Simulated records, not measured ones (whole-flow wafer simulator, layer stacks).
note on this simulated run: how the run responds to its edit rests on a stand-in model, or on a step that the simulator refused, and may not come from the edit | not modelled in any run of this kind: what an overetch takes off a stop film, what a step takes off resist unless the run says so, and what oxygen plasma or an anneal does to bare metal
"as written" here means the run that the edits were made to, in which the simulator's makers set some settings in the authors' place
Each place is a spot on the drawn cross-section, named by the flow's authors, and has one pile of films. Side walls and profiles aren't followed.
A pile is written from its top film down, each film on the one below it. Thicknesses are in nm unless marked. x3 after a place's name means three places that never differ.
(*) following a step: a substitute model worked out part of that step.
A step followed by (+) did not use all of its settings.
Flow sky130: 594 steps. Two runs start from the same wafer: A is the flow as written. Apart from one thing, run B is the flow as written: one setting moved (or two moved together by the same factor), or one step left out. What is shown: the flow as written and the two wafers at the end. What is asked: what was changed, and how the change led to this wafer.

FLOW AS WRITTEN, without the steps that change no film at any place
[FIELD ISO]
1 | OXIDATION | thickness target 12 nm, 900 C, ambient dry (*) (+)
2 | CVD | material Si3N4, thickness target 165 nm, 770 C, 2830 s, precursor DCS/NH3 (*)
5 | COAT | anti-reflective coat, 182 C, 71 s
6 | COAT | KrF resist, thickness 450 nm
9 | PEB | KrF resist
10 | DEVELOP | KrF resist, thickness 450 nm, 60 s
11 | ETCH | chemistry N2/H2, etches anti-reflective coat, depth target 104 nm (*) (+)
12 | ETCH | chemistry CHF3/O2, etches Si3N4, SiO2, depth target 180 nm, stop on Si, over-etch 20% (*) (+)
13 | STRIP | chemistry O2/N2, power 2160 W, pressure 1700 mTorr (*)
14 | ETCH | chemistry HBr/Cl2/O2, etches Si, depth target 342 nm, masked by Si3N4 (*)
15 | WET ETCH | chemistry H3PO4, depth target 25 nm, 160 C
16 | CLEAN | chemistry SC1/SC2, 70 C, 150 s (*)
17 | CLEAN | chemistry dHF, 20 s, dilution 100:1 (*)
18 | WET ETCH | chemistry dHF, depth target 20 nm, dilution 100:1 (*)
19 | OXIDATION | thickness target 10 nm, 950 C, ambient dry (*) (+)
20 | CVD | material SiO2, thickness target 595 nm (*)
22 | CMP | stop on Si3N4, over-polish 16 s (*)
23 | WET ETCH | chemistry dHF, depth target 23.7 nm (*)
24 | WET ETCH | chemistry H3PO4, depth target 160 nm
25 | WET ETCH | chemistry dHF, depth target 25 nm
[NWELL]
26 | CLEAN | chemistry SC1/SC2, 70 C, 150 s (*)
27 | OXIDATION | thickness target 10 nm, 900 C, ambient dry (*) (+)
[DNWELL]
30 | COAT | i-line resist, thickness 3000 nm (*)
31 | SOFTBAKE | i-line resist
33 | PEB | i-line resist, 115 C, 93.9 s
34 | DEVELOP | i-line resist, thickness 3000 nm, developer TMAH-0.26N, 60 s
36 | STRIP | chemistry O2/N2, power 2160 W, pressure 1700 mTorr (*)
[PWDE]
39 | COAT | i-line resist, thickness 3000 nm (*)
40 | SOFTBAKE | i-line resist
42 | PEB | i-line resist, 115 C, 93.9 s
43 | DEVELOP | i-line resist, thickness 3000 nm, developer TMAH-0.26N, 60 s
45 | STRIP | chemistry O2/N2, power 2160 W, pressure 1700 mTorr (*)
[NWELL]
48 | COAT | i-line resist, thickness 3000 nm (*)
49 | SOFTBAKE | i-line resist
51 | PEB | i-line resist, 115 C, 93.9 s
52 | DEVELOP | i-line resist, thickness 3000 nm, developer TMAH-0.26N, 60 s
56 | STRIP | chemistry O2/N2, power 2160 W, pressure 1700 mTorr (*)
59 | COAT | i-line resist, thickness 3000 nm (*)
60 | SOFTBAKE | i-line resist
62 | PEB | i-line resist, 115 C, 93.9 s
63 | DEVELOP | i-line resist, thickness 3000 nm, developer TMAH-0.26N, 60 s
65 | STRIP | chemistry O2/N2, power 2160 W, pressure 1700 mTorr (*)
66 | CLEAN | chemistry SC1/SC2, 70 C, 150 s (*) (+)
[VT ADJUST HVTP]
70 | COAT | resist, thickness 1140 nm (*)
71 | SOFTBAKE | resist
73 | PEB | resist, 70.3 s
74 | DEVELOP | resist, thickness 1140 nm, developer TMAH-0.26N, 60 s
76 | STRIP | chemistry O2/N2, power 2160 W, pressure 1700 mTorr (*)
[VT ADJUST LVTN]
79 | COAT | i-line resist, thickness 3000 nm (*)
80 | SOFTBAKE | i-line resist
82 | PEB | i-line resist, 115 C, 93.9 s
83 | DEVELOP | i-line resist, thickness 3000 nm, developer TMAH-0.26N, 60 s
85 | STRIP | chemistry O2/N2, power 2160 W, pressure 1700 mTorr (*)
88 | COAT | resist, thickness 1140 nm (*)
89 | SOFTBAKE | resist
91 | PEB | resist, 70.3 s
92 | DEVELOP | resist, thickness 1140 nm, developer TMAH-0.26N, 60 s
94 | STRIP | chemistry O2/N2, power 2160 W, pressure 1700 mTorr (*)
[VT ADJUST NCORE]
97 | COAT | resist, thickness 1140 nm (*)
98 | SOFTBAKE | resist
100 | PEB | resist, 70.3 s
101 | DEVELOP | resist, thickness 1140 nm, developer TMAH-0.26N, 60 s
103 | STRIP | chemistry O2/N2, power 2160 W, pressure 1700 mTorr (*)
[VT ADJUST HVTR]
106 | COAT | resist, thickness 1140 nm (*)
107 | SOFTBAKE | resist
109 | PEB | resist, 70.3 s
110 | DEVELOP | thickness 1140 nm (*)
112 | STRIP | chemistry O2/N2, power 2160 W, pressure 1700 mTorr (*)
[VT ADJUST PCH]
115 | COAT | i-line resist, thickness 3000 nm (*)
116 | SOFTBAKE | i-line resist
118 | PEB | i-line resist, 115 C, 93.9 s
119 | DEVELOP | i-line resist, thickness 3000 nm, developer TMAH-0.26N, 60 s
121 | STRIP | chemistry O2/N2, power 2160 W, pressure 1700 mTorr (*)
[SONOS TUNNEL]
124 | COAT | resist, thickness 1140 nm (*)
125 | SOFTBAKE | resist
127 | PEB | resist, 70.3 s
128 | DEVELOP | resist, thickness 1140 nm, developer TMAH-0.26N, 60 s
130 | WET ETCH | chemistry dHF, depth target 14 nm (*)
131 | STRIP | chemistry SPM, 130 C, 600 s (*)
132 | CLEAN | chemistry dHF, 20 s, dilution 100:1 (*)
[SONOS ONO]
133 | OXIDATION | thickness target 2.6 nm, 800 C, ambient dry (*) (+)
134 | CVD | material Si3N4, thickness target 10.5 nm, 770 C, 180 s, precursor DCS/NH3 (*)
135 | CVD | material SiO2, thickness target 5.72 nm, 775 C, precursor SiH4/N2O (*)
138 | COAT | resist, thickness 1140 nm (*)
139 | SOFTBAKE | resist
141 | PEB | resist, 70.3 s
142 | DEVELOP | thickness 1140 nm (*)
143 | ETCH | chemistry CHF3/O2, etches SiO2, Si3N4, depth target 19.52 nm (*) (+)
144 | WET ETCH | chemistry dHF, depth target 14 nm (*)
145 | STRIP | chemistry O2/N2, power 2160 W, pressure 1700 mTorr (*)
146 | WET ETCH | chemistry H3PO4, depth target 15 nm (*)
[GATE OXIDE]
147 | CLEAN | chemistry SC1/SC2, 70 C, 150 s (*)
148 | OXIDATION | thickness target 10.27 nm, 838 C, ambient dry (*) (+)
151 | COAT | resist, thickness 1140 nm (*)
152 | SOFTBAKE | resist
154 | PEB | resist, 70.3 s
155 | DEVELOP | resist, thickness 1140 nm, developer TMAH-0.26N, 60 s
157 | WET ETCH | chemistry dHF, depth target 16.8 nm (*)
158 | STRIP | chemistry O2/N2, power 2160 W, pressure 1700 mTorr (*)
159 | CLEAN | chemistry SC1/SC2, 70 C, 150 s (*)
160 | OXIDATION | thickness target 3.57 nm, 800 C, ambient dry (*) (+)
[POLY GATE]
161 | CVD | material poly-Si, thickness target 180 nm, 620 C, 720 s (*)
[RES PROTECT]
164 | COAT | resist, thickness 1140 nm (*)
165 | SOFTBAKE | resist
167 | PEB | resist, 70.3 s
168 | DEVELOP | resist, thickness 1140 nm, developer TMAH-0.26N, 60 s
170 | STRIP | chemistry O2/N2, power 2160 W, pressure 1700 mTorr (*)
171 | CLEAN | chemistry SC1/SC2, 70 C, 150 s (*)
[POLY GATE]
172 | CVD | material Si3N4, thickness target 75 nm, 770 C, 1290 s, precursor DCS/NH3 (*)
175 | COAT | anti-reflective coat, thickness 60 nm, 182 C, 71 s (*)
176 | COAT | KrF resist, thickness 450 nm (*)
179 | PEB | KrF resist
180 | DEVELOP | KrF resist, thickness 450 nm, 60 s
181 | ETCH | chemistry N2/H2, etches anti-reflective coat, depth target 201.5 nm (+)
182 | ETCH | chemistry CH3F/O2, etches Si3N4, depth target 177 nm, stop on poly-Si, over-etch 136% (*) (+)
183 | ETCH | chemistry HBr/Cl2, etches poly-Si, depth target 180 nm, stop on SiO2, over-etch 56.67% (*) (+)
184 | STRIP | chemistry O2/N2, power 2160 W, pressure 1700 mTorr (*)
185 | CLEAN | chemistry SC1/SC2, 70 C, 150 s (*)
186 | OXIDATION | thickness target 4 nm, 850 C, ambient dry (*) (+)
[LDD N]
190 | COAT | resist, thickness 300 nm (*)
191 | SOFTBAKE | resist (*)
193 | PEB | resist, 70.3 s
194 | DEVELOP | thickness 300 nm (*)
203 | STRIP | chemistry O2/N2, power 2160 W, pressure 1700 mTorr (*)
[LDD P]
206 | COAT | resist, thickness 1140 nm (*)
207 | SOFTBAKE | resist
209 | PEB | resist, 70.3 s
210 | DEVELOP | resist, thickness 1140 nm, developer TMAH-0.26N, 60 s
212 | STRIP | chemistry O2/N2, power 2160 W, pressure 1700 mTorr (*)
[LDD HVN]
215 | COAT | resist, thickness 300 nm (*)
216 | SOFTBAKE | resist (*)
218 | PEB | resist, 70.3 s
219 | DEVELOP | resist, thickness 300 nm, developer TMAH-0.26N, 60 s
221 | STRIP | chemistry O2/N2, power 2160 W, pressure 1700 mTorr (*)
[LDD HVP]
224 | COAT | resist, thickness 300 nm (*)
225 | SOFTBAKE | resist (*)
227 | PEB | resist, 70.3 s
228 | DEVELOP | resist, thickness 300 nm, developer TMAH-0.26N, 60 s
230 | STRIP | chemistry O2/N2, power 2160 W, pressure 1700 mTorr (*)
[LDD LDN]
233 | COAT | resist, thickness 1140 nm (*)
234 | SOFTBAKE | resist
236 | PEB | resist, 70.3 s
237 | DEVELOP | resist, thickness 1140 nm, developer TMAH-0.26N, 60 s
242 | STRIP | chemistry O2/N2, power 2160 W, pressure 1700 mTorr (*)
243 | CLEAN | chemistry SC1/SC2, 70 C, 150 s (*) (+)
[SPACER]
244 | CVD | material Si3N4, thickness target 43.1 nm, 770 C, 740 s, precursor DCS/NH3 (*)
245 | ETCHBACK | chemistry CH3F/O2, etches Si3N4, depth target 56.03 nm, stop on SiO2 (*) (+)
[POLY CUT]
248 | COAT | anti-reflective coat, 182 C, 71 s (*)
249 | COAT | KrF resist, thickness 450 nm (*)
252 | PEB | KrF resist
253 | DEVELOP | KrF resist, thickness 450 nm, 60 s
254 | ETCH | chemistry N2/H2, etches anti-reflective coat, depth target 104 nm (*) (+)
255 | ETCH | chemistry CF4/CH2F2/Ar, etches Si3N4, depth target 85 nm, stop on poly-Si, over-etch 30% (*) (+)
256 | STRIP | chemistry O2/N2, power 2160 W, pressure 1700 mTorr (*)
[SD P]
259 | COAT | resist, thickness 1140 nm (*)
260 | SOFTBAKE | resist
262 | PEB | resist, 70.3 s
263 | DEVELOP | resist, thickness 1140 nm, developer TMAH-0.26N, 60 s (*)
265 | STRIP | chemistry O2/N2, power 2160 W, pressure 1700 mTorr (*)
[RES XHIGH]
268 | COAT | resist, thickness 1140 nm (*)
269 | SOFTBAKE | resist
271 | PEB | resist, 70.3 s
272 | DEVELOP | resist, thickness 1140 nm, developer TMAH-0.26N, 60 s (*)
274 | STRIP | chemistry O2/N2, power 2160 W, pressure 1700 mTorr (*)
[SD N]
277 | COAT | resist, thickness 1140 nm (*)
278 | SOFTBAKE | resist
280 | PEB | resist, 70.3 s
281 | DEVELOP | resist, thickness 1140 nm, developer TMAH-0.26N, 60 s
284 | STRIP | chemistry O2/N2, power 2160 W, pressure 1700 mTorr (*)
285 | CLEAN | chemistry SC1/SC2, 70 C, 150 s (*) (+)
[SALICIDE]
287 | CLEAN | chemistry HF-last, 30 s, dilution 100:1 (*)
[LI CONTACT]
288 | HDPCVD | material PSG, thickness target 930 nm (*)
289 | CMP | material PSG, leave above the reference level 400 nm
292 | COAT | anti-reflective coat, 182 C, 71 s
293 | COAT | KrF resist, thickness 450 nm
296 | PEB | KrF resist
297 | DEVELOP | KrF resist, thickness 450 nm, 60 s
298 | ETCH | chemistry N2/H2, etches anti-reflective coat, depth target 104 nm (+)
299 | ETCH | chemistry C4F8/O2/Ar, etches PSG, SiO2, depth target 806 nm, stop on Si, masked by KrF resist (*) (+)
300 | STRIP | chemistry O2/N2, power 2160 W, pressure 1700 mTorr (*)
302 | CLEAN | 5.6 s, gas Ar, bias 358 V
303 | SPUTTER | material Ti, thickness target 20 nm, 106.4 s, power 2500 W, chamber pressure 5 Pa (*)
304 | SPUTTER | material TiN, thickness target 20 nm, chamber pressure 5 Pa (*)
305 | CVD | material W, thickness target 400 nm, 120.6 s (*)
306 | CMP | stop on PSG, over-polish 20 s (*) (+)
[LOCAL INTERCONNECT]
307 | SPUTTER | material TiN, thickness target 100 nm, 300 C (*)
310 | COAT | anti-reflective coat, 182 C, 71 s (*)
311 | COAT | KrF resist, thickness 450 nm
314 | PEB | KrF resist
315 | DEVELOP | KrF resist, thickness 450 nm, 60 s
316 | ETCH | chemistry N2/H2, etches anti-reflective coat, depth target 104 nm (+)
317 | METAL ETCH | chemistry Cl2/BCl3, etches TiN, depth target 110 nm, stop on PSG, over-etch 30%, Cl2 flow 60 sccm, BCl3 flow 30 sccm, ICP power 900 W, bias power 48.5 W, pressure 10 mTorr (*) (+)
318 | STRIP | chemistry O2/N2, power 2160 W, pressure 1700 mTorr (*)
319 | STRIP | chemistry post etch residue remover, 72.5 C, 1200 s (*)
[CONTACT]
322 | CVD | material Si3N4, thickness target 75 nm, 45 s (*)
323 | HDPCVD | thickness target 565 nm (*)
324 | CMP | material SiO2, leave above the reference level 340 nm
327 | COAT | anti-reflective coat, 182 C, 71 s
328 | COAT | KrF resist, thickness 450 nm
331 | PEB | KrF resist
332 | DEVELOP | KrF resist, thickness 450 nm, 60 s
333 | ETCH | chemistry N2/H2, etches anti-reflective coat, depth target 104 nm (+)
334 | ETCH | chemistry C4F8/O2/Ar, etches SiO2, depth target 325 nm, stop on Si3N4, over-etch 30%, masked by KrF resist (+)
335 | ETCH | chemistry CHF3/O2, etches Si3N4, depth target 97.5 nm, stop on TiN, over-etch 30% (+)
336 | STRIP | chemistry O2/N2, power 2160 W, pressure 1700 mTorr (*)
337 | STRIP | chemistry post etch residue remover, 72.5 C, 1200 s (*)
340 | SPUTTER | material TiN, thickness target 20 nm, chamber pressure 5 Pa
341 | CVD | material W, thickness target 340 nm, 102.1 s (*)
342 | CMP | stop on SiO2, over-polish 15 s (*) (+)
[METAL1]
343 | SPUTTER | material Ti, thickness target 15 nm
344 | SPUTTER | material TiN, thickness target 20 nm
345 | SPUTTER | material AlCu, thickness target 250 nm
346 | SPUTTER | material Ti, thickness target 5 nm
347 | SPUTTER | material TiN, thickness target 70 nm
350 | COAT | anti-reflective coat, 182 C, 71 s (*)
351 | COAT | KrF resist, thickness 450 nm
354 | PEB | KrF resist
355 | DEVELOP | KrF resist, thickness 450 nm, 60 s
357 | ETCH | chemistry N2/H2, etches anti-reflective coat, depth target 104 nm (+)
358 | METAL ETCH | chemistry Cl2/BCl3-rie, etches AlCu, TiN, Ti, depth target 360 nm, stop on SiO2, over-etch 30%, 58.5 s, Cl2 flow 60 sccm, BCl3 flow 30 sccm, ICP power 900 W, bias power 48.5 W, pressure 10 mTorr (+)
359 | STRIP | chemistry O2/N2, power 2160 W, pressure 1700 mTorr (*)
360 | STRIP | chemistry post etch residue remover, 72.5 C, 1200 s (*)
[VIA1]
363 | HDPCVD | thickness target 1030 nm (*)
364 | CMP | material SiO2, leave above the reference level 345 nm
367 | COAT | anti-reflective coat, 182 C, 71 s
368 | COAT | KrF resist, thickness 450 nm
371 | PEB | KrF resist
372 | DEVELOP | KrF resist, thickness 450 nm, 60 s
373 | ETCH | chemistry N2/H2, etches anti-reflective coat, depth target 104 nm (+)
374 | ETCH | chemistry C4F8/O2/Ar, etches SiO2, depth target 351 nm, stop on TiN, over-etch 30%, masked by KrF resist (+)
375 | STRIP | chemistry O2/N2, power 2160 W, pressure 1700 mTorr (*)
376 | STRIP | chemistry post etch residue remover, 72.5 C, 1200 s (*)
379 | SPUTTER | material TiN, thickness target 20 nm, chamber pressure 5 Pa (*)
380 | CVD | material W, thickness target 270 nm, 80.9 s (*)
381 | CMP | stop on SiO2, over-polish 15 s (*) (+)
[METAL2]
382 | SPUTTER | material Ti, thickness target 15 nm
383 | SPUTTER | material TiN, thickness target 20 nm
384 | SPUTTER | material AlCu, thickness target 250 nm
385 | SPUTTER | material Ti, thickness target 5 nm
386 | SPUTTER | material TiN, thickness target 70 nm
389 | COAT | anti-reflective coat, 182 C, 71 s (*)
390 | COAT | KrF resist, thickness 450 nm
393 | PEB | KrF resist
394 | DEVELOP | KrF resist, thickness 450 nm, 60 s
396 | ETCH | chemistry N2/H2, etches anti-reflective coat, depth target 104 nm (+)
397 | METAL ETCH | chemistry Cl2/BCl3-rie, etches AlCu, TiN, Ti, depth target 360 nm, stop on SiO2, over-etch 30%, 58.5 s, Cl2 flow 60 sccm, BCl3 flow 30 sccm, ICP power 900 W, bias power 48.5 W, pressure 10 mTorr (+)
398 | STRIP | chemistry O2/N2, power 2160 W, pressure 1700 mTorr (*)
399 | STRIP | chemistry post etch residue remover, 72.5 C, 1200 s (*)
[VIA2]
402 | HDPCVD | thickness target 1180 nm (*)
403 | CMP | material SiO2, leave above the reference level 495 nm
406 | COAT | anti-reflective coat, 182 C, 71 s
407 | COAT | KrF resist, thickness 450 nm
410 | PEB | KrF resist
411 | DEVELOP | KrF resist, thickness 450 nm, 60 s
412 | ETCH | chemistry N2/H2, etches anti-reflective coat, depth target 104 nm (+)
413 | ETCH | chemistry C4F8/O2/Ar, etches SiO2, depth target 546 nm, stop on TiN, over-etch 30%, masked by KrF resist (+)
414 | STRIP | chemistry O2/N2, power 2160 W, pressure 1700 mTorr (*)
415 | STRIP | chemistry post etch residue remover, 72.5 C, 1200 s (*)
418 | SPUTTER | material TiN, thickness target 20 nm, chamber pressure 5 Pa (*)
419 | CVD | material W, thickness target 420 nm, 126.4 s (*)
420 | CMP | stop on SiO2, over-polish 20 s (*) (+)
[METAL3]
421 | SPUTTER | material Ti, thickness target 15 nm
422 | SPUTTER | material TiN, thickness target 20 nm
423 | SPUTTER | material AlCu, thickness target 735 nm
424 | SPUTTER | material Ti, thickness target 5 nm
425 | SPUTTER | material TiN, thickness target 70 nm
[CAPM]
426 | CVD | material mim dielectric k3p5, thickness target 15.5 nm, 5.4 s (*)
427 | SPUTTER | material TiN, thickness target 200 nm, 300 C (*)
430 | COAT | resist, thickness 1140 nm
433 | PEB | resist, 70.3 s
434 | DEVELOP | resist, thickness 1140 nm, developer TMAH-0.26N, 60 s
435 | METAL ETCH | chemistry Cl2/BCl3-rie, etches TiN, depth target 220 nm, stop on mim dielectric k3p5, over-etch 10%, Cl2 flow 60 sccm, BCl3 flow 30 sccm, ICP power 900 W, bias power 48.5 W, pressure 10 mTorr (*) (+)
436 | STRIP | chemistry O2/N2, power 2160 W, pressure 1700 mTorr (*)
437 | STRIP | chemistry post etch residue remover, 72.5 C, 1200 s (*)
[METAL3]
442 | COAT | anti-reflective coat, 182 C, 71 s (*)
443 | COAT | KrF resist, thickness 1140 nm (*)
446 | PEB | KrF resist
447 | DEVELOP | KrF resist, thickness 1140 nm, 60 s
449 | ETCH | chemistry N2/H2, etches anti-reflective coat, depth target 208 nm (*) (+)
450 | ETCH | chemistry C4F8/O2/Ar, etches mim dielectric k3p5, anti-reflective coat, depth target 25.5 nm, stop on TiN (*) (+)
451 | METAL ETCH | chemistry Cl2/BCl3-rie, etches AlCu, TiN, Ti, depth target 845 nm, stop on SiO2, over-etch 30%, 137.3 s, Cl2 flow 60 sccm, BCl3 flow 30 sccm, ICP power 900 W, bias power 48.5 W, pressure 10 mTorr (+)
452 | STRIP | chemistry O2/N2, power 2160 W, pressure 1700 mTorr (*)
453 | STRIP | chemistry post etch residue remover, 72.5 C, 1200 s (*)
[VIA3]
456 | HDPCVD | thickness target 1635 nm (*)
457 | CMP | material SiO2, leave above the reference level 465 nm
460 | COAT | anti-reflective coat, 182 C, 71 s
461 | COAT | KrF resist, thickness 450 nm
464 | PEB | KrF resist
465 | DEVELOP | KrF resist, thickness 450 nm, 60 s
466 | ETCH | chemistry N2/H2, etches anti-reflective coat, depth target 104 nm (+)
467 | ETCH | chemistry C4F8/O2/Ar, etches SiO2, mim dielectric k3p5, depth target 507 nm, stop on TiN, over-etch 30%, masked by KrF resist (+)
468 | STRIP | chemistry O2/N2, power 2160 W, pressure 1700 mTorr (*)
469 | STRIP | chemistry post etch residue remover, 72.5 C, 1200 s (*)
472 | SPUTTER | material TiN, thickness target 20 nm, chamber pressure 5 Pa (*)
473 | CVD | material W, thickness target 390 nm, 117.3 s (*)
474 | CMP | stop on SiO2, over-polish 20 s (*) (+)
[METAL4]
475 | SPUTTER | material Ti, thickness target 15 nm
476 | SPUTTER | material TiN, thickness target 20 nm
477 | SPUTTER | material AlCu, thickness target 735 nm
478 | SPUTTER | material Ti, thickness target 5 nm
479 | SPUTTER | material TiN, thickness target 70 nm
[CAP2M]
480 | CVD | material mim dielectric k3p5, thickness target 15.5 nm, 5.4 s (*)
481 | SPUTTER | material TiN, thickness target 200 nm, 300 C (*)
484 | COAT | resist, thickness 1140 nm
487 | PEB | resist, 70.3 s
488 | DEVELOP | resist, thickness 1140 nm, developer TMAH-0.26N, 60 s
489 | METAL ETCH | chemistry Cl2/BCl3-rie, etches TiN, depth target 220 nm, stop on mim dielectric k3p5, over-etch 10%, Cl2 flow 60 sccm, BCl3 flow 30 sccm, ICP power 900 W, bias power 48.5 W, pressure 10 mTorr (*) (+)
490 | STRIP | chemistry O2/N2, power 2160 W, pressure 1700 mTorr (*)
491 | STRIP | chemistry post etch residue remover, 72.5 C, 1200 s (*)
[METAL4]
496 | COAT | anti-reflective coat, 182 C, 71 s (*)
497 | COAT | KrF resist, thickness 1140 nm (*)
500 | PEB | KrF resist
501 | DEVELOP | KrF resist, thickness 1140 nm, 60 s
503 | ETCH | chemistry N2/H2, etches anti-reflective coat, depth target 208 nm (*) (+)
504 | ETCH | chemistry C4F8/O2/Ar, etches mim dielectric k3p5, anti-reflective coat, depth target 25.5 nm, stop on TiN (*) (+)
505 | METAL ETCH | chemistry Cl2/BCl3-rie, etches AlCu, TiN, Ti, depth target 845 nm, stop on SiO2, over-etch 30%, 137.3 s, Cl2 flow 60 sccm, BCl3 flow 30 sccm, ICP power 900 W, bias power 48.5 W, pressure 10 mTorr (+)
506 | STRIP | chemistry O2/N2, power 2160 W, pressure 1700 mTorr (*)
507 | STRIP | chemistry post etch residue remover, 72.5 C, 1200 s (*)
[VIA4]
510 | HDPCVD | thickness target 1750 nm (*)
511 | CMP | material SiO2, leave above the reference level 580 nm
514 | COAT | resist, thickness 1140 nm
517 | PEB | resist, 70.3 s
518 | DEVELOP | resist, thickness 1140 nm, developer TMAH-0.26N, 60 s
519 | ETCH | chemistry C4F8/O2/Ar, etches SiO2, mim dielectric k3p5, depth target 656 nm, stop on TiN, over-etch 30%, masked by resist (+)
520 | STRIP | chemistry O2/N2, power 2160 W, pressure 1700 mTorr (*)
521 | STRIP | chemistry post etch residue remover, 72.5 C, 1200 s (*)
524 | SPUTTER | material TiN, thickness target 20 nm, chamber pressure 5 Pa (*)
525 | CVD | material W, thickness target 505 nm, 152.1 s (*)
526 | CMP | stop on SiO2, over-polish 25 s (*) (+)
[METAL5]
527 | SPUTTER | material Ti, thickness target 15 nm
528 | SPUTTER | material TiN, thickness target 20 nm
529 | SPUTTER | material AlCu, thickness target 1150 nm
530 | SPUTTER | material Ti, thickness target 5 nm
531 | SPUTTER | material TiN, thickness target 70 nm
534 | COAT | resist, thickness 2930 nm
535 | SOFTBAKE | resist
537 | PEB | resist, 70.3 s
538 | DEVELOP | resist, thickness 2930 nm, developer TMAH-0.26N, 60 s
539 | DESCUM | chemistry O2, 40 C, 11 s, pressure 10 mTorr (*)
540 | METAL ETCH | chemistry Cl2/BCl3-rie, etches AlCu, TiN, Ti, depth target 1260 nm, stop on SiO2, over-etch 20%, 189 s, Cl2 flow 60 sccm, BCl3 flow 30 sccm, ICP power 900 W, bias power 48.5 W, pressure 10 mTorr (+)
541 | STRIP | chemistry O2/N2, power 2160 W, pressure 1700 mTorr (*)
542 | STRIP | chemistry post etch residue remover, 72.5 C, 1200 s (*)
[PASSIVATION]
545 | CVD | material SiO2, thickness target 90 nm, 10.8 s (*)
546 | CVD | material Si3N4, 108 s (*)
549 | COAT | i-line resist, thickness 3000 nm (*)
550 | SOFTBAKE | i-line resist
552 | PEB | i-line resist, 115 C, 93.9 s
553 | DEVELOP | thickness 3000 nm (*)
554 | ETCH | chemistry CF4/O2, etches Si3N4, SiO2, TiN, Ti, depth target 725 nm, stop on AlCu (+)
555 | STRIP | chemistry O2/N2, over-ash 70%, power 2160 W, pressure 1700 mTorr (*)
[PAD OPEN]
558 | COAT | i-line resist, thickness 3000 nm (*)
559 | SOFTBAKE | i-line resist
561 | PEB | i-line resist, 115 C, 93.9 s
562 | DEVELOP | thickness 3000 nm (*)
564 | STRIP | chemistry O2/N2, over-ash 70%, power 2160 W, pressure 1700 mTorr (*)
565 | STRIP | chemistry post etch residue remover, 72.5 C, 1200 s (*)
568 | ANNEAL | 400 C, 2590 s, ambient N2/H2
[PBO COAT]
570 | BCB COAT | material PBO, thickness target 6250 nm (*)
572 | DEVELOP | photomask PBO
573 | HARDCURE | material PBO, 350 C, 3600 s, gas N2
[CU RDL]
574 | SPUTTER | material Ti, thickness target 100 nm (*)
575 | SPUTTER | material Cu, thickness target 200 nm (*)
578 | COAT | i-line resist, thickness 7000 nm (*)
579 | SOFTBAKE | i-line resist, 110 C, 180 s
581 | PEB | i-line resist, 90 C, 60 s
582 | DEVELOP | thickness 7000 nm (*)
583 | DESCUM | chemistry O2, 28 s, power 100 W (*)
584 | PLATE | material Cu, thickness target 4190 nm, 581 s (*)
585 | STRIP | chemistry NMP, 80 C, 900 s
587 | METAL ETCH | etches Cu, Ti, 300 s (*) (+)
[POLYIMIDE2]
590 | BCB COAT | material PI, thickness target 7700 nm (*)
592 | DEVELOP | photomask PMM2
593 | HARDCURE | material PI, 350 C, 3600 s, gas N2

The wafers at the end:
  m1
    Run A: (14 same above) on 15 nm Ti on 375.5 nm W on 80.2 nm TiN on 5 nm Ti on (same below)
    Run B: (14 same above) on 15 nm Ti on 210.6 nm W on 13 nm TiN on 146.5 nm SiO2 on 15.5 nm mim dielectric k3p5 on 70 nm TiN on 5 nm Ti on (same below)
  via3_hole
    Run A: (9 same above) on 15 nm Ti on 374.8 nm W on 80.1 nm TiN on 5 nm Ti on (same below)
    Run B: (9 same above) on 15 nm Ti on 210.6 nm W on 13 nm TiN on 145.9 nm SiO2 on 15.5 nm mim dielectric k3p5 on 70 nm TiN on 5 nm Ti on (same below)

What caused this: step 467, ETCH: depth target 228 nm was run, while the flow as written has depth target 507 nm.

How this came from the change, step by step:
  467 | ETCH | chemistry C4F8/O2/Ar, etches SiO2, mim dielectric k3p5, depth target 507 nm, stop on TiN, over-etch 30%, masked by KrF resist (+)
      m1: A -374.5 SiO2 (all of it), -15.5 mim dielectric k3p5 (all of it) | B -228 SiO2
      via3_hole: A -373.9 SiO2 (all of it), -15.5 mim dielectric k3p5 (all of it) | B -228 SiO2
      (as well as at 190 more places)
  468 | STRIP | chemistry O2/N2, power 2160 W, pressure 1700 mTorr (*)
      field, active, n_well and 187 more: A -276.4 KrF resist (all of it), -80 anti-reflective coat (all of it) | B -332.2 KrF resist (all of it), -80 anti-reflective coat (all of it)
  472 | SPUTTER | material TiN, thickness target 20 nm, chamber pressure 5 Pa (*)
      m1, via3_hole: A +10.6 TiN | B +13 TiN (new film)
  473 | CVD | material W, thickness target 390 nm, 117.3 s (*)
      m1: A +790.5 W (new film) | B +625.6 W (new film)
      via3_hole: A +789.9 W (new film) | B +625.6 W (new film)
If metal films that touch count as one body, m1 has 3 bodies (between them, from the top down: SiO2 146.5 / mim dielectric k3p5 15.5; SiO2 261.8 / Si3N4 75); the flow as written gives 2 bodies (between them, from the top down: SiO2 261.8 / Si3N4 75).
If metal films that touch count as one body, via3_hole has 2 bodies (between them, from the top down: SiO2 145.9 / mim dielectric k3p5 15.5); the flow as written gives 1 body.
